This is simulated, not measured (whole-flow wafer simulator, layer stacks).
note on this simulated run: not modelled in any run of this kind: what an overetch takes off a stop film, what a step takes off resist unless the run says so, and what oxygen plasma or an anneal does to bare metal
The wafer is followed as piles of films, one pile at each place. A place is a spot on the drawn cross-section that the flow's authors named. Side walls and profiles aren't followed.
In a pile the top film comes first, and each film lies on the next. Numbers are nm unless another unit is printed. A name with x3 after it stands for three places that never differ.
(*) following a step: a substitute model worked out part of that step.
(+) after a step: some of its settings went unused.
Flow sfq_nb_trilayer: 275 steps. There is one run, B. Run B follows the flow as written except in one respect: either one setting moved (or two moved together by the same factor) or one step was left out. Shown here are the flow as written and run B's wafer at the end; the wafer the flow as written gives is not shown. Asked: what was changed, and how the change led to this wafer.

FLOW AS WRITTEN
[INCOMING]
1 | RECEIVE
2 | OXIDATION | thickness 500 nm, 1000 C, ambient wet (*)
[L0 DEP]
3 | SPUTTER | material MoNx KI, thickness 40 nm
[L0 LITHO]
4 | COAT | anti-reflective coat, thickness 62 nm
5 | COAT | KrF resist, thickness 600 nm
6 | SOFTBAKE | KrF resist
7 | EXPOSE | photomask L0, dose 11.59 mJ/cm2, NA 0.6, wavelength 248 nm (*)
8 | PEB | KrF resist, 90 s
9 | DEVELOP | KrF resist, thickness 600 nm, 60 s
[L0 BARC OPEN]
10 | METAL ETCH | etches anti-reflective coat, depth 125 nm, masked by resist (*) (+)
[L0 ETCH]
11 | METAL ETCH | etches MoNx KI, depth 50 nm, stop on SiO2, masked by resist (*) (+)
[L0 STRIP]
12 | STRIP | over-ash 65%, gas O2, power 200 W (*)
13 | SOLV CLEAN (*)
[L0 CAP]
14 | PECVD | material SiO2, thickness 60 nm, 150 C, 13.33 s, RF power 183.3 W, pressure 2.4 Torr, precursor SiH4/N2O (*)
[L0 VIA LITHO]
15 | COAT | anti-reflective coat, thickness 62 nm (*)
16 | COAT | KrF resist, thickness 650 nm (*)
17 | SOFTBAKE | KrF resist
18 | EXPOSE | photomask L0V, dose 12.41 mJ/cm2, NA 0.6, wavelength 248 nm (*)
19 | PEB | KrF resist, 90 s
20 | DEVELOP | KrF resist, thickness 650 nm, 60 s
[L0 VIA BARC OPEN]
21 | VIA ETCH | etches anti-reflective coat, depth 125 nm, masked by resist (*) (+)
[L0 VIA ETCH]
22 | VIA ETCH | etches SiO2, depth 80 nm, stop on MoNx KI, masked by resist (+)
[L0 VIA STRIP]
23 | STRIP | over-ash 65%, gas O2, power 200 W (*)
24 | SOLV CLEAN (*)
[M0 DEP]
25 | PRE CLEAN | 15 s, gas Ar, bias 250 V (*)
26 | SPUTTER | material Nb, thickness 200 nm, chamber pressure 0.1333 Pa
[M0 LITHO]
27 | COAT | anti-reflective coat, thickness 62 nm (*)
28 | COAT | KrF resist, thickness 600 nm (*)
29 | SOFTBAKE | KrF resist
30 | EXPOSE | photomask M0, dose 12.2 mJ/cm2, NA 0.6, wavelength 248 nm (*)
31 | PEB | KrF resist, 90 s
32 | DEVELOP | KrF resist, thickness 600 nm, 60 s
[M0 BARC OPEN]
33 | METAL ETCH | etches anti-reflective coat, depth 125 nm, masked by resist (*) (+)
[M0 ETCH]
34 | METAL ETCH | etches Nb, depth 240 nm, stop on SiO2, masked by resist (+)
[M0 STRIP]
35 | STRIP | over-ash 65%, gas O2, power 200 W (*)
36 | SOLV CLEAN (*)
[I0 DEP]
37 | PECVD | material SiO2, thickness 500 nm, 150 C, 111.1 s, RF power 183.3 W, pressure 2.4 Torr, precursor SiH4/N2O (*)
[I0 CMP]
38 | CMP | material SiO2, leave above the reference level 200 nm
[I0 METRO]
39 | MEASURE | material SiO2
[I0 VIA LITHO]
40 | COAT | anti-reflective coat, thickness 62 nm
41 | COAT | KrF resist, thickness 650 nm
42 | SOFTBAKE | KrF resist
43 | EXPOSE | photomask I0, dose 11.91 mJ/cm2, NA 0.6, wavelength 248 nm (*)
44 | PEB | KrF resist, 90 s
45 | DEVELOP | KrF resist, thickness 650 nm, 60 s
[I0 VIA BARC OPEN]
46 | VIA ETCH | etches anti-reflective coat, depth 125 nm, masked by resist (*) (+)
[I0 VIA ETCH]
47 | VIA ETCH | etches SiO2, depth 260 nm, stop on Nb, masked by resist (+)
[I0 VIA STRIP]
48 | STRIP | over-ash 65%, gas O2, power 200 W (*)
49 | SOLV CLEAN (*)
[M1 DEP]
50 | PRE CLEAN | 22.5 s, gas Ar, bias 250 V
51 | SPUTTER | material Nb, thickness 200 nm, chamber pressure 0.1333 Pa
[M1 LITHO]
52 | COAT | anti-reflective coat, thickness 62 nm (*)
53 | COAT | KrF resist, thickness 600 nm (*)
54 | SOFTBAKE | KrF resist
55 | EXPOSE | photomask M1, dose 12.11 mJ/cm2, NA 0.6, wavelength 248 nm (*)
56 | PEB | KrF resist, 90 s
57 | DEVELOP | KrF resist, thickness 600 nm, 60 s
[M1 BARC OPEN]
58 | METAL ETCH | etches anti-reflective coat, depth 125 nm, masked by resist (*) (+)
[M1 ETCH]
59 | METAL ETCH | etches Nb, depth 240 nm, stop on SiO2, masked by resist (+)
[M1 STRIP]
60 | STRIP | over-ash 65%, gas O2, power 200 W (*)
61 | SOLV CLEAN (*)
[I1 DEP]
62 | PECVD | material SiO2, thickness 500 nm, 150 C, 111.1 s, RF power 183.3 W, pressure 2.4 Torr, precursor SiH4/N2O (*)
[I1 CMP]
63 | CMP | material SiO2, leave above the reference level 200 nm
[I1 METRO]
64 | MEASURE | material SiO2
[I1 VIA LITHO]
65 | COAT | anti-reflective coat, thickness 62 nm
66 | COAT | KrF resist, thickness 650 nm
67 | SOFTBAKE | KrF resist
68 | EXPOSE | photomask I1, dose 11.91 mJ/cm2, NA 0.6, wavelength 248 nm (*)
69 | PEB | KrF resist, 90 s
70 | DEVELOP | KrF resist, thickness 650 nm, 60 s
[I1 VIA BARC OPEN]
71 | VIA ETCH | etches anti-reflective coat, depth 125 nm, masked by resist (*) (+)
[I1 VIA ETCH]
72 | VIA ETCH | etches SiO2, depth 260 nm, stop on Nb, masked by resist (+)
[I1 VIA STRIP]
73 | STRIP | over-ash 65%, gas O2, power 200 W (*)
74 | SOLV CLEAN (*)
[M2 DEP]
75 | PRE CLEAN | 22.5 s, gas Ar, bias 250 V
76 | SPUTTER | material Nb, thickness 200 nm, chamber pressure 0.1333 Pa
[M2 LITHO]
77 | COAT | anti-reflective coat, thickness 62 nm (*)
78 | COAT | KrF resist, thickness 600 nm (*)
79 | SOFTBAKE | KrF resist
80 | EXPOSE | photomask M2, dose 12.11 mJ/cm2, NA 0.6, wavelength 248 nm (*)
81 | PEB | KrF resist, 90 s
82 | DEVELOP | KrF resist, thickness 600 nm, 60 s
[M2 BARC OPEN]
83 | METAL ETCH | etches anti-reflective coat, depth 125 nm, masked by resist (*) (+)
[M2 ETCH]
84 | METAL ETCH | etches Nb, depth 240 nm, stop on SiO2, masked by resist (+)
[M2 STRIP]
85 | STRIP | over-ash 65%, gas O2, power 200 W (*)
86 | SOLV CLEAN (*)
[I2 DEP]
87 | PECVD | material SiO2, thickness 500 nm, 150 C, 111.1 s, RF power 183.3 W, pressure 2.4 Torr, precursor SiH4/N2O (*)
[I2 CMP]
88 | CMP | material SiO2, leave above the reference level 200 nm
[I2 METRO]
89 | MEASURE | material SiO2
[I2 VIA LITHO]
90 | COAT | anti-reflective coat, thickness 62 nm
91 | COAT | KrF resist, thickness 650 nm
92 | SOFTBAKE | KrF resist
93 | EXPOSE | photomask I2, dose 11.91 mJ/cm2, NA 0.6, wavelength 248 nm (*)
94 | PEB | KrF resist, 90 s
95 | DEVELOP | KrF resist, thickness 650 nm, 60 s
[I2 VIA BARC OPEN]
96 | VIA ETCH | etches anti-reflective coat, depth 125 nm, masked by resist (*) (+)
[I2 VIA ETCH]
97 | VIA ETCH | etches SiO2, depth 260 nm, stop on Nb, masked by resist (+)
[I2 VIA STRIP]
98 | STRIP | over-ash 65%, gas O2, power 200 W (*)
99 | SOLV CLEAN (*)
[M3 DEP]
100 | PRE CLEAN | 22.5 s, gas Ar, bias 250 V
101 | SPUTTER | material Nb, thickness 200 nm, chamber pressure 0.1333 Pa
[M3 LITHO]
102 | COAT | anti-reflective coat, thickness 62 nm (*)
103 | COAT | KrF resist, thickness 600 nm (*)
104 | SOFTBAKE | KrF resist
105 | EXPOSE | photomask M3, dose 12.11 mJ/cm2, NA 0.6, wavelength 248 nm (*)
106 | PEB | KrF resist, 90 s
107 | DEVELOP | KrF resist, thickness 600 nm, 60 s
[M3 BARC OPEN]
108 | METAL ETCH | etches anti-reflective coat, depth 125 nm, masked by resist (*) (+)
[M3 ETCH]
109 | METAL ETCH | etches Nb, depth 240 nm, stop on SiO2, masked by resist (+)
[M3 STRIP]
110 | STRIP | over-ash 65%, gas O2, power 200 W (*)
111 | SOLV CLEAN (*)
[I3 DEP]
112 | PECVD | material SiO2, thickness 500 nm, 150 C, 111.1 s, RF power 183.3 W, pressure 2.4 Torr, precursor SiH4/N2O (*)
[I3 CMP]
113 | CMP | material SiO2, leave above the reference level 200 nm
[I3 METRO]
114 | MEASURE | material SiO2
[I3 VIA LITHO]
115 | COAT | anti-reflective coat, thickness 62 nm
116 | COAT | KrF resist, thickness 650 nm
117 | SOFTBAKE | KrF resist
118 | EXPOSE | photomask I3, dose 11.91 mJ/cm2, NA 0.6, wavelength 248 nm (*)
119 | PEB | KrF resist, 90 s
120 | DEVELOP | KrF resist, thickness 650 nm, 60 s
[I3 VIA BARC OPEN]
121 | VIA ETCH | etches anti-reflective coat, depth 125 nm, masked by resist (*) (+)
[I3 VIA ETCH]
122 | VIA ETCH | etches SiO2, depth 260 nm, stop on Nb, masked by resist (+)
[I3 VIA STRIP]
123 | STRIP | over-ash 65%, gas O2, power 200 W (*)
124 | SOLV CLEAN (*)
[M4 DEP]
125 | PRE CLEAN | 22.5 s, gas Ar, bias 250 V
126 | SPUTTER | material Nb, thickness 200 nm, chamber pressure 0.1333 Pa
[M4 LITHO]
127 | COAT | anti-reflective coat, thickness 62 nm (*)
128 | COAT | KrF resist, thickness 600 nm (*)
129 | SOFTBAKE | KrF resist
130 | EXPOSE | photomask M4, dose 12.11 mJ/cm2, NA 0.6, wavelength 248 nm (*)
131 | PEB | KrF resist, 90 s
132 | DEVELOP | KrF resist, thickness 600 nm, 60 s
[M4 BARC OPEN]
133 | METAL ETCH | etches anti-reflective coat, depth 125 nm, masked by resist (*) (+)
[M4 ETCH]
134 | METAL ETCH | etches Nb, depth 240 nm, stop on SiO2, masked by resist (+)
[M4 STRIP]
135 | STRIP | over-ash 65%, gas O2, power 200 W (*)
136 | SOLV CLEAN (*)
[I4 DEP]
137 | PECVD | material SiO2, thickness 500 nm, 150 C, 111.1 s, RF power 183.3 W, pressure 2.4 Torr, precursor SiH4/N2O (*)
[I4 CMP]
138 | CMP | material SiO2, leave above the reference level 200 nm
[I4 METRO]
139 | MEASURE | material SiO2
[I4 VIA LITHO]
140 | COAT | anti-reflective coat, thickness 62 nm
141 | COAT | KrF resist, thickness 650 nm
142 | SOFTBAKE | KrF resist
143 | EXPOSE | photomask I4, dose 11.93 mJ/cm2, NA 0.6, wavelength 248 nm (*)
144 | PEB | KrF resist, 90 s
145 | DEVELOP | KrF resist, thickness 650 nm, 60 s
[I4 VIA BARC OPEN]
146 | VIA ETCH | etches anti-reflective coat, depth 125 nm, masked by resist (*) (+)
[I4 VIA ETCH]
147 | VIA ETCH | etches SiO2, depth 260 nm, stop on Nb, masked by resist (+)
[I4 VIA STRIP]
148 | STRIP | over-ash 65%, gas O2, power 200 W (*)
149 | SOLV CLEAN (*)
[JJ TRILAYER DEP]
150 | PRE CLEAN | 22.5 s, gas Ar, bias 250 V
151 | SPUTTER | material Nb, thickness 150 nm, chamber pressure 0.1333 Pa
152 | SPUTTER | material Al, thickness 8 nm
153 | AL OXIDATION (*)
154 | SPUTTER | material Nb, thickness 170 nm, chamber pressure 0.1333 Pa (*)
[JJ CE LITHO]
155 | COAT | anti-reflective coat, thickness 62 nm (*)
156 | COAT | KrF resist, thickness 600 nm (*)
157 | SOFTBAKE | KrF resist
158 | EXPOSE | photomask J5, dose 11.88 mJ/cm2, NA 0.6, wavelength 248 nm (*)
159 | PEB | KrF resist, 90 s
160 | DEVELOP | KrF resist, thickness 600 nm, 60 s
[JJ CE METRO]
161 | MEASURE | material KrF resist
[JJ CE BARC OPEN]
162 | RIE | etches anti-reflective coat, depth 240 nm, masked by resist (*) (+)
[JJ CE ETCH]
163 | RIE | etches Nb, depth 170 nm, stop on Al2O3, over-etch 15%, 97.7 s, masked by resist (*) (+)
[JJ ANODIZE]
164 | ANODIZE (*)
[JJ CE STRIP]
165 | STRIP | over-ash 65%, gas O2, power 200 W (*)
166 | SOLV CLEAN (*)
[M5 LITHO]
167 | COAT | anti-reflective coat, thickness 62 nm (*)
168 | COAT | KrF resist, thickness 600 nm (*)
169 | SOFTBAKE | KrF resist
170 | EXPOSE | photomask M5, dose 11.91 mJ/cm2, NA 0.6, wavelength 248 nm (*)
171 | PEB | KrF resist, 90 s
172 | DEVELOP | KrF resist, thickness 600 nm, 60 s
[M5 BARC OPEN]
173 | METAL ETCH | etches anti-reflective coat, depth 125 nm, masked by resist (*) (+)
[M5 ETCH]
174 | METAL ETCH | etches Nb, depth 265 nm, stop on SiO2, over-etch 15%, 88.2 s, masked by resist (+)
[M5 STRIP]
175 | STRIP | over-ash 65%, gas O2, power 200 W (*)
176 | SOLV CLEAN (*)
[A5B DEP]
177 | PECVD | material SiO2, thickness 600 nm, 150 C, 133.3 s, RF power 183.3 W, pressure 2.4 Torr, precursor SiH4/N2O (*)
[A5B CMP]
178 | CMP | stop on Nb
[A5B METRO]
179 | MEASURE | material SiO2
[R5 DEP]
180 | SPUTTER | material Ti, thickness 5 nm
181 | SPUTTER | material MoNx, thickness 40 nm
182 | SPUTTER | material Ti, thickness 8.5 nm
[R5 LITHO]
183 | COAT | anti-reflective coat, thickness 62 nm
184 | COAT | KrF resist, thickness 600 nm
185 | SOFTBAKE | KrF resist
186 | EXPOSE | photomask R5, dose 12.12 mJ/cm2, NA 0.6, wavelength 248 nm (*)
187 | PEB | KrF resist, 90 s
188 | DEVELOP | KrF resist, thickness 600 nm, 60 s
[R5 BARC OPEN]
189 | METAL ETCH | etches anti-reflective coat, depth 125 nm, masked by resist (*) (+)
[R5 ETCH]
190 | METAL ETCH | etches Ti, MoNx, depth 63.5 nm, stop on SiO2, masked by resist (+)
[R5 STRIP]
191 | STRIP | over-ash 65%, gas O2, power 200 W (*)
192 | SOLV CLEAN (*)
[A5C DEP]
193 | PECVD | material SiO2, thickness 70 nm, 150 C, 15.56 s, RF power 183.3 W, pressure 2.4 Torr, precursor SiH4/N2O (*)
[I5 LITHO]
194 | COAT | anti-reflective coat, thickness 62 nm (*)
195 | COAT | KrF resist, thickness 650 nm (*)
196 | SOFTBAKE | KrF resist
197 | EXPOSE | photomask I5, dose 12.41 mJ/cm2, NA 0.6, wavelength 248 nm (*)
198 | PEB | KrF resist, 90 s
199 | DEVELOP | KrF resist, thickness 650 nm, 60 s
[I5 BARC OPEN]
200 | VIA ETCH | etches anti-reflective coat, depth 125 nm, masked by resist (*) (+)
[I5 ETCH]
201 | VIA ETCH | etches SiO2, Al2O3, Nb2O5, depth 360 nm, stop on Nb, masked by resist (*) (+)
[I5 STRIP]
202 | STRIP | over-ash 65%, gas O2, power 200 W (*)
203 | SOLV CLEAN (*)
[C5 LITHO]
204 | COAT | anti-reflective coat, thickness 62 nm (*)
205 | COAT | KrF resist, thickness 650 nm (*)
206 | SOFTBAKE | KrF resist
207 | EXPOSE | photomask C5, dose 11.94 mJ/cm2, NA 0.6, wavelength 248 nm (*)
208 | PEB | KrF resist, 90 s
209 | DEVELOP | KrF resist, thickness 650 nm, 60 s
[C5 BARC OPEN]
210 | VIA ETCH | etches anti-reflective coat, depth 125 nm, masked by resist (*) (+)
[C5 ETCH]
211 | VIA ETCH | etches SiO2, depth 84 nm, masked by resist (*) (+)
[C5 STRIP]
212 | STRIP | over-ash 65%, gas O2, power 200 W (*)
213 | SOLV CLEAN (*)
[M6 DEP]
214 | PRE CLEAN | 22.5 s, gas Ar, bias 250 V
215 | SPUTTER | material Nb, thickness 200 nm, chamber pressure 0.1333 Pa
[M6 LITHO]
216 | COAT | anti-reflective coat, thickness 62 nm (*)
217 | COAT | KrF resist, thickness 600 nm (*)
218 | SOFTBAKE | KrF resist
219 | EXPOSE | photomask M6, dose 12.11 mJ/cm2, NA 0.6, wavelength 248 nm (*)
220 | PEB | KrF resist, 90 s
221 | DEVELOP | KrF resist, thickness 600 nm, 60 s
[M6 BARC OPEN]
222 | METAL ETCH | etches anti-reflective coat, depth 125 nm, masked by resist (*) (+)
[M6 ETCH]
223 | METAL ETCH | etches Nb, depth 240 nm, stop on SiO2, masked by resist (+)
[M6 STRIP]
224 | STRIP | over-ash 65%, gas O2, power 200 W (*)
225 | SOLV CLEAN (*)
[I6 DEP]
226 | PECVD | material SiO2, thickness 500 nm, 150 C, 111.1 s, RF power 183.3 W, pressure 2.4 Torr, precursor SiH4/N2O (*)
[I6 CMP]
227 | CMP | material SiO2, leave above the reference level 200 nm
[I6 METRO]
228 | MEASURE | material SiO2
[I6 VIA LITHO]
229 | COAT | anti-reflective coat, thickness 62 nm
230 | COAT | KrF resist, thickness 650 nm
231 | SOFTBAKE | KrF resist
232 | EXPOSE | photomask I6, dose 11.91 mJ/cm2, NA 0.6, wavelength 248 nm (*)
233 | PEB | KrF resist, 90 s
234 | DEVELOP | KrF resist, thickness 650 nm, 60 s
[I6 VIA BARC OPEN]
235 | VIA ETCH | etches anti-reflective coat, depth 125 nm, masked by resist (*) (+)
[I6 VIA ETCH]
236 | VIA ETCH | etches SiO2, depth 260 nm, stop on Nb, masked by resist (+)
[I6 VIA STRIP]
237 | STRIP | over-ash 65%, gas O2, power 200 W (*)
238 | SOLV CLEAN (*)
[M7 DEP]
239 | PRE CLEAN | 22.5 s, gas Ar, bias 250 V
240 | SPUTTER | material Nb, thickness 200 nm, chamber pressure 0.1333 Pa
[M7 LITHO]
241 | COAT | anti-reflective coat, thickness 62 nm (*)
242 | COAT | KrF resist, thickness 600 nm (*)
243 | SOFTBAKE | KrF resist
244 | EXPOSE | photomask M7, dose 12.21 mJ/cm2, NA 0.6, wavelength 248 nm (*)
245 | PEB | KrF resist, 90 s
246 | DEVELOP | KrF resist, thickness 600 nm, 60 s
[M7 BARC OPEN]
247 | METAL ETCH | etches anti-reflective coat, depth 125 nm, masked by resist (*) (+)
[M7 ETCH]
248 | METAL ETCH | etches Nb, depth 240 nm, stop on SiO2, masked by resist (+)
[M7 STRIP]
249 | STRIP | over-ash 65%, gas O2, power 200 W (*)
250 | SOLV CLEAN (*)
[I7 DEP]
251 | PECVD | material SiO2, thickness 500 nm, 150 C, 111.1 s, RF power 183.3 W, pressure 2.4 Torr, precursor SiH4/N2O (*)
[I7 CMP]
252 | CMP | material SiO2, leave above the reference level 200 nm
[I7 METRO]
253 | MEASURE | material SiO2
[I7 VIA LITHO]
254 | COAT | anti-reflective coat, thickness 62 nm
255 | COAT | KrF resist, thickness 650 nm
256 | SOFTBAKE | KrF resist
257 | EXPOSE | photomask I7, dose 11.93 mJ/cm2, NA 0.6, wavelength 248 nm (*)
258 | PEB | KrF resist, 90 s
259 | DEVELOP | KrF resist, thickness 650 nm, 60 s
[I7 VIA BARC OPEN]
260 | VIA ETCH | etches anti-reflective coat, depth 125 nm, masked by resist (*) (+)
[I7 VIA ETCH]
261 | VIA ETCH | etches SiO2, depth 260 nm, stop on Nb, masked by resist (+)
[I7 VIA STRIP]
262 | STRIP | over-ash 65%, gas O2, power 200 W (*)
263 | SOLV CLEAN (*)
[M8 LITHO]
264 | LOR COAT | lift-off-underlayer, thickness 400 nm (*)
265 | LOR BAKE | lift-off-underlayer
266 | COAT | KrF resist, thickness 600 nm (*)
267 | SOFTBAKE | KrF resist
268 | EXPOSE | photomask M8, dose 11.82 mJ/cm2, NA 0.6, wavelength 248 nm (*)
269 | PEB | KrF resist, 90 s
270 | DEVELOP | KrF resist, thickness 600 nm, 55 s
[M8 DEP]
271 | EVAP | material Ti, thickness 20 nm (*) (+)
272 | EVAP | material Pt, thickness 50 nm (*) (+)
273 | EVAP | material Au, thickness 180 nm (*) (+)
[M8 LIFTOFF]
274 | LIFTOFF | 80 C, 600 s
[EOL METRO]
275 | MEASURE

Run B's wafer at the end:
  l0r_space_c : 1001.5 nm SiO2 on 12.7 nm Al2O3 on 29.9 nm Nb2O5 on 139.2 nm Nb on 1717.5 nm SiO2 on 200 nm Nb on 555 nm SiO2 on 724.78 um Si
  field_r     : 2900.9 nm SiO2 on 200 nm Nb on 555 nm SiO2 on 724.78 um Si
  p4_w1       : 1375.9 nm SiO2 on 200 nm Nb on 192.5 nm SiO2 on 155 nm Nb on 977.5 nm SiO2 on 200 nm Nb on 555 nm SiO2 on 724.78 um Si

Cause: step 101, SPUTTER: thickness 155 nm was run, while the flow as written has thickness 200 nm.
The wafer lets one read it off: p4_w1 has Nb 155, and step 101 as written asks for 200 nm.

How this came from the change, step by step:
  101 | SPUTTER | material Nb, thickness 200 nm, chamber pressure 0.1333 Pa
      field_l, v_sur, via_wl and 102 more: Nb gains 155 (new film) (as written it would have been: Nb gains 200 (new film))
      via_w: Nb gains 128 (as written it would have been: Nb gains 165.5)
  102 | COAT | anti-reflective coat, thickness 62 nm (*)
      via_wl, via_wr: anti-reflective coat gains 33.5 (new film) (as written it would have been: anti-reflective coat gains 34.2 (new film))
  109 | METAL ETCH | etches Nb, depth 240 nm, stop on SiO2, masked by resist (+)
      field_l, be, be_sur and 72 more: Nb loses 155 (all of it) (as written it would have been: Nb loses 200 (all of it))
      v_sur, via_wl, via_w and 28 more: KrF resist loses 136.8 (as written it would have been: KrF resist loses 141.2)
  110 | STRIP | over-ash 65%, gas O2, power 200 W (*)
      via_wl, via_wr: KrF resist loses 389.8 (all of it), anti-reflective coat loses 33.5 (all of it) (as written it would have been: KrF resist loses 384.2 (all of it), anti-reflective coat loses 34.2 (all of it))
  112 | PECVD | material SiO2, thickness 500 nm, 150 C, 111.1 s, RF power 183.3 W, pressure 2.4 Torr, precursor SiH4/N2O (*)
      p4_g1, p4_g2, p3_s0, p3_s1, p3_s2, p3_s3, p3_s4, p3_s5: SiO2 gains 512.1 (as written it would have been: SiO2 gains 557.1)
      via_w: SiO2 gains 602.5 (new film) (as written it would have been: SiO2 gains 615 (new film))
  113 | CMP | material SiO2, leave above the reference level 200 nm
      field_l, be, be_sur and 64 more: SiO2 loses 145 (as written it would have been: SiO2 loses 100)
      via_w: SiO2 loses 176.6 (as written it would have been: SiO2 loses 181.6)
